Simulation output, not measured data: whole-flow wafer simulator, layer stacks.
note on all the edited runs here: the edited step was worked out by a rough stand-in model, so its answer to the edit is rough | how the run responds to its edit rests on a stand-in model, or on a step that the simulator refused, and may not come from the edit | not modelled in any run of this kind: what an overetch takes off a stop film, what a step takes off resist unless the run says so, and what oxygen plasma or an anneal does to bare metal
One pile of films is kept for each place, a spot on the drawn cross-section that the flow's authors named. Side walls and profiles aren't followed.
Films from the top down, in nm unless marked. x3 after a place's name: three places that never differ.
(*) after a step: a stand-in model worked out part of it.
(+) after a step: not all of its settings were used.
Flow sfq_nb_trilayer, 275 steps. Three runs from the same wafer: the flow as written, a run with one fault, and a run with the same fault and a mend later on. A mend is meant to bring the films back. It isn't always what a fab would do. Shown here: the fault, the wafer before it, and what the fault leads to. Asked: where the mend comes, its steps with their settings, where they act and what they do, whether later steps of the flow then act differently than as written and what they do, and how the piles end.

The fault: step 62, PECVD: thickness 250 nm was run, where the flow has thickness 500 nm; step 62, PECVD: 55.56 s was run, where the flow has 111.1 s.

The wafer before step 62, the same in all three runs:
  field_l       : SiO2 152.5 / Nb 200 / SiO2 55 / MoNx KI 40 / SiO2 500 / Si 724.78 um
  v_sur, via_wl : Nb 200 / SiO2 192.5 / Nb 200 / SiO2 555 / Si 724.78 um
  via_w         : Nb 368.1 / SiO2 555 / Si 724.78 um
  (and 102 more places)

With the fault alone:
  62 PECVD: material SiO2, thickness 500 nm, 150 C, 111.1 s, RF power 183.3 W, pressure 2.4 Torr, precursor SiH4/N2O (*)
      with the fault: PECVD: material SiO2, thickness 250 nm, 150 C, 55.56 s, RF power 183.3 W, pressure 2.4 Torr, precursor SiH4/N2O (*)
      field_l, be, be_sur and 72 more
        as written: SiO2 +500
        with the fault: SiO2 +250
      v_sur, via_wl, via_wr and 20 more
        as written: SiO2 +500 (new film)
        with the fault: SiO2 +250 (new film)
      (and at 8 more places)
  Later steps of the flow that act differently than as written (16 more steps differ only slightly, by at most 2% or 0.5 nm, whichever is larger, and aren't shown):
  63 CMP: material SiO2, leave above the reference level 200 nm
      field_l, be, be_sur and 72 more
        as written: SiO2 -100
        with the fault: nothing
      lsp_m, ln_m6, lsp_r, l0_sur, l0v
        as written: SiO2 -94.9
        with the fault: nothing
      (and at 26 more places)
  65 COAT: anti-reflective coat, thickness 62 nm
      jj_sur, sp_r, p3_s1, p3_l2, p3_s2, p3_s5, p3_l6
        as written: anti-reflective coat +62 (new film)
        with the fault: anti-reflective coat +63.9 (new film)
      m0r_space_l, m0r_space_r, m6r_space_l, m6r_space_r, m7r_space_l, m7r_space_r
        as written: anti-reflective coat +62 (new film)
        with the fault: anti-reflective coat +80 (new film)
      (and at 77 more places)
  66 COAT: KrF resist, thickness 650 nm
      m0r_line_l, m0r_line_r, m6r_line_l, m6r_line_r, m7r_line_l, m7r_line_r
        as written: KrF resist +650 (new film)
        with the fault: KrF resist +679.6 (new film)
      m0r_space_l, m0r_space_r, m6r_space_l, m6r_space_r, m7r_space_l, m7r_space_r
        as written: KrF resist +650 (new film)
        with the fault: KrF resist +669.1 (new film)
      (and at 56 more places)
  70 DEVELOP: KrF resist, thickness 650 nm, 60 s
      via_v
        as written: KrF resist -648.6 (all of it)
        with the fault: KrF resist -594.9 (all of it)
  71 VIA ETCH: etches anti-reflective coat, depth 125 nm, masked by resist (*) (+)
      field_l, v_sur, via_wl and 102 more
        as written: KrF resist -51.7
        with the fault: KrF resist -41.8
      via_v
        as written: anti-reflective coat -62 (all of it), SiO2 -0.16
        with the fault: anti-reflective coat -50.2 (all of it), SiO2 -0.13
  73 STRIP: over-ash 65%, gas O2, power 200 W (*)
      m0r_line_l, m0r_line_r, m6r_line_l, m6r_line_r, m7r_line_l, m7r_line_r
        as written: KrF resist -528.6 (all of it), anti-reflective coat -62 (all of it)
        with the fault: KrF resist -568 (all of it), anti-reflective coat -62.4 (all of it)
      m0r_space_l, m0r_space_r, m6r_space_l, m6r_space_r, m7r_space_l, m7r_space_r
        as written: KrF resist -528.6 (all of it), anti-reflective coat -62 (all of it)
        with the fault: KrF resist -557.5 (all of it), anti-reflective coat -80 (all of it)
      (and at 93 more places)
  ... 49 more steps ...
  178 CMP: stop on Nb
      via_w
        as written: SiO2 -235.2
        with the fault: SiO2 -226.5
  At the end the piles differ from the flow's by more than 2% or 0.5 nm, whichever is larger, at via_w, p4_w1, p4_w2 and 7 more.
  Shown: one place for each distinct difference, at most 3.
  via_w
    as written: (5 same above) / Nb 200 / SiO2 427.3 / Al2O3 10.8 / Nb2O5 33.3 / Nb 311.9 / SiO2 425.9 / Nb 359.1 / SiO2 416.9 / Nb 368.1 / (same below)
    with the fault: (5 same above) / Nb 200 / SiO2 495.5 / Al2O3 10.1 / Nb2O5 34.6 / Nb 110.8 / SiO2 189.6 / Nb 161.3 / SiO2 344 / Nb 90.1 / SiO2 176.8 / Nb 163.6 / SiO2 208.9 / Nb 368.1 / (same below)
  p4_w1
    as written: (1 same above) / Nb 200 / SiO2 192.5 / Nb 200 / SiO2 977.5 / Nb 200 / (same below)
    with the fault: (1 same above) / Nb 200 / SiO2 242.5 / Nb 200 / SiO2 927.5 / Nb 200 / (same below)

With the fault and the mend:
  The mend comes after step 62.
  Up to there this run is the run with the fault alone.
  62a PECVD: material SiO2, thickness 250 nm, 150 C, 55.56 s, RF power 183.3 W, pressure 2.4 Torr, precursor SiH4/N2O (*) (the flow's step 62 once more, with other settings)
      field_l, v_sur, via_wl and 102 more
        SiO2 +250
      via_w
        SiO2 +259.2
  Later steps of the flow that act differently than as written:
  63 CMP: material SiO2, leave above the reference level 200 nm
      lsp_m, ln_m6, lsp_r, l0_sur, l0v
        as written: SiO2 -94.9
        with the mend: SiO2 -100
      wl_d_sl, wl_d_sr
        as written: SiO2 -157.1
        with the mend: SiO2 -100
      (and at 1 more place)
  At the end the piles are the same as the flow's at every place that both follow.
